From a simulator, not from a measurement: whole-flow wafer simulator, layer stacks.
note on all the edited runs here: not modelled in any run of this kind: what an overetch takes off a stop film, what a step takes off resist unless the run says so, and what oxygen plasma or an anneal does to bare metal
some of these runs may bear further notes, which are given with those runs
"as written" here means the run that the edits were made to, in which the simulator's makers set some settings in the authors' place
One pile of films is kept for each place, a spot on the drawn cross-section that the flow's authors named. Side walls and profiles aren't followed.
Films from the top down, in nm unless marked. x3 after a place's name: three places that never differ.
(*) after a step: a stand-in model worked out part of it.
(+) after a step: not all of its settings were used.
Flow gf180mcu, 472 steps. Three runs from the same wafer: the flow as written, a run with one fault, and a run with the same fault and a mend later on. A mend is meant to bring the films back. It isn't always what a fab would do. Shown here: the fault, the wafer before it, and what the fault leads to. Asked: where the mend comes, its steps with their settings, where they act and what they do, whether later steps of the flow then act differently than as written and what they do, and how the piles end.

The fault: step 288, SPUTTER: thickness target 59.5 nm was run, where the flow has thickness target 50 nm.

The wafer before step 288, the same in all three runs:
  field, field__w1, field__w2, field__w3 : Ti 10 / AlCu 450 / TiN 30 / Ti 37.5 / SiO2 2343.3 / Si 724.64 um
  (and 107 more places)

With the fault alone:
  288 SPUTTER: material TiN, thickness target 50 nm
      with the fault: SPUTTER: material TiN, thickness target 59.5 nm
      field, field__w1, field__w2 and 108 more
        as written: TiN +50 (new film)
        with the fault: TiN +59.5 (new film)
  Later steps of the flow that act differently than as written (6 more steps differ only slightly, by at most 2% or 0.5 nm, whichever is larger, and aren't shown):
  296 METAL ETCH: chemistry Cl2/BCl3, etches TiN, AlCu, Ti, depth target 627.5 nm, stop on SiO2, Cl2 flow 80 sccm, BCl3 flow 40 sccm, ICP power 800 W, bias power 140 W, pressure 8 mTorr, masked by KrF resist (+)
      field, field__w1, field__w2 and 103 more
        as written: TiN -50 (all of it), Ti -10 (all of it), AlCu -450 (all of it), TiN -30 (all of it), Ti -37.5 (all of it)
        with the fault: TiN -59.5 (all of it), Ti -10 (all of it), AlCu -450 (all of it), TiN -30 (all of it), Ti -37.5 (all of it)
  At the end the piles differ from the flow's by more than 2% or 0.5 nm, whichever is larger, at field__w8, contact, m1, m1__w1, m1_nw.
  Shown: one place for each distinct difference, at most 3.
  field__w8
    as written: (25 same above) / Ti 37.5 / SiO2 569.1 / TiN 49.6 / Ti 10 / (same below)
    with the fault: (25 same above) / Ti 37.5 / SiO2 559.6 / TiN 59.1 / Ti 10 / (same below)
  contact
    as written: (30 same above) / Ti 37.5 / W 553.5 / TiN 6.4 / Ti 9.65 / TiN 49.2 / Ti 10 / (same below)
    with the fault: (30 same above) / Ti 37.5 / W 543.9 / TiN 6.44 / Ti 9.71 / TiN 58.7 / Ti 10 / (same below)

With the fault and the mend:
  The mend comes after step 295.
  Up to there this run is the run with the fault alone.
  295a STRIP: chemistry O2/N2, power 2160 W, pressure 1700 mTorr (*)
      field__w8, contact, m1, m1__w1, m1_nw
        KrF resist -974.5 (all of it)
  295b METAL ETCH: chemistry Cl2/BCl3, etches TiN, AlCu, Ti, depth target 9.5 nm, Cl2 flow 80 sccm, BCl3 flow 40 sccm, ICP power 800 W, bias power 140 W, pressure 8 mTorr (the flow's step 260 once more, with other settings)
      field, field__w1, field__w2 and 108 more
        TiN -9.5
  295c HMDS: 120 C, 60 s (the flow's step 290 once more)
      changes no film at any place that is followed
  295d COAT: KrF resist, thickness 1000 nm (the flow's step 291 once more)
      field, field__w1, field__w2 and 108 more
        KrF resist +1000 (new film)
  295e SOFTBAKE: KrF resist (the flow's step 292 once more)
      changes no film at any place that is followed
  295f EXPOSE: photomask Metal2 (the flow's step 293 once more)
      changes no film at any place that is followed
  295g PEB: KrF resist, 135 C, 90 s (the flow's step 294 once more)
      field, field__w1, field__w2 and 108 more
        KrF resist -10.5
  295h DEVELOP: thickness 1000 nm, 60 s (the flow's step 295 once more)
      field, field__w1, field__w2 and 103 more
        KrF resist -989.5 (all of it)
      field__w8, contact, m1, m1__w1, m1_nw
        KrF resist -14.9
  No later step of the flow acts differently than as written at any place that is followed.
  At the end the piles are the same as the flow's at every place that both follow.
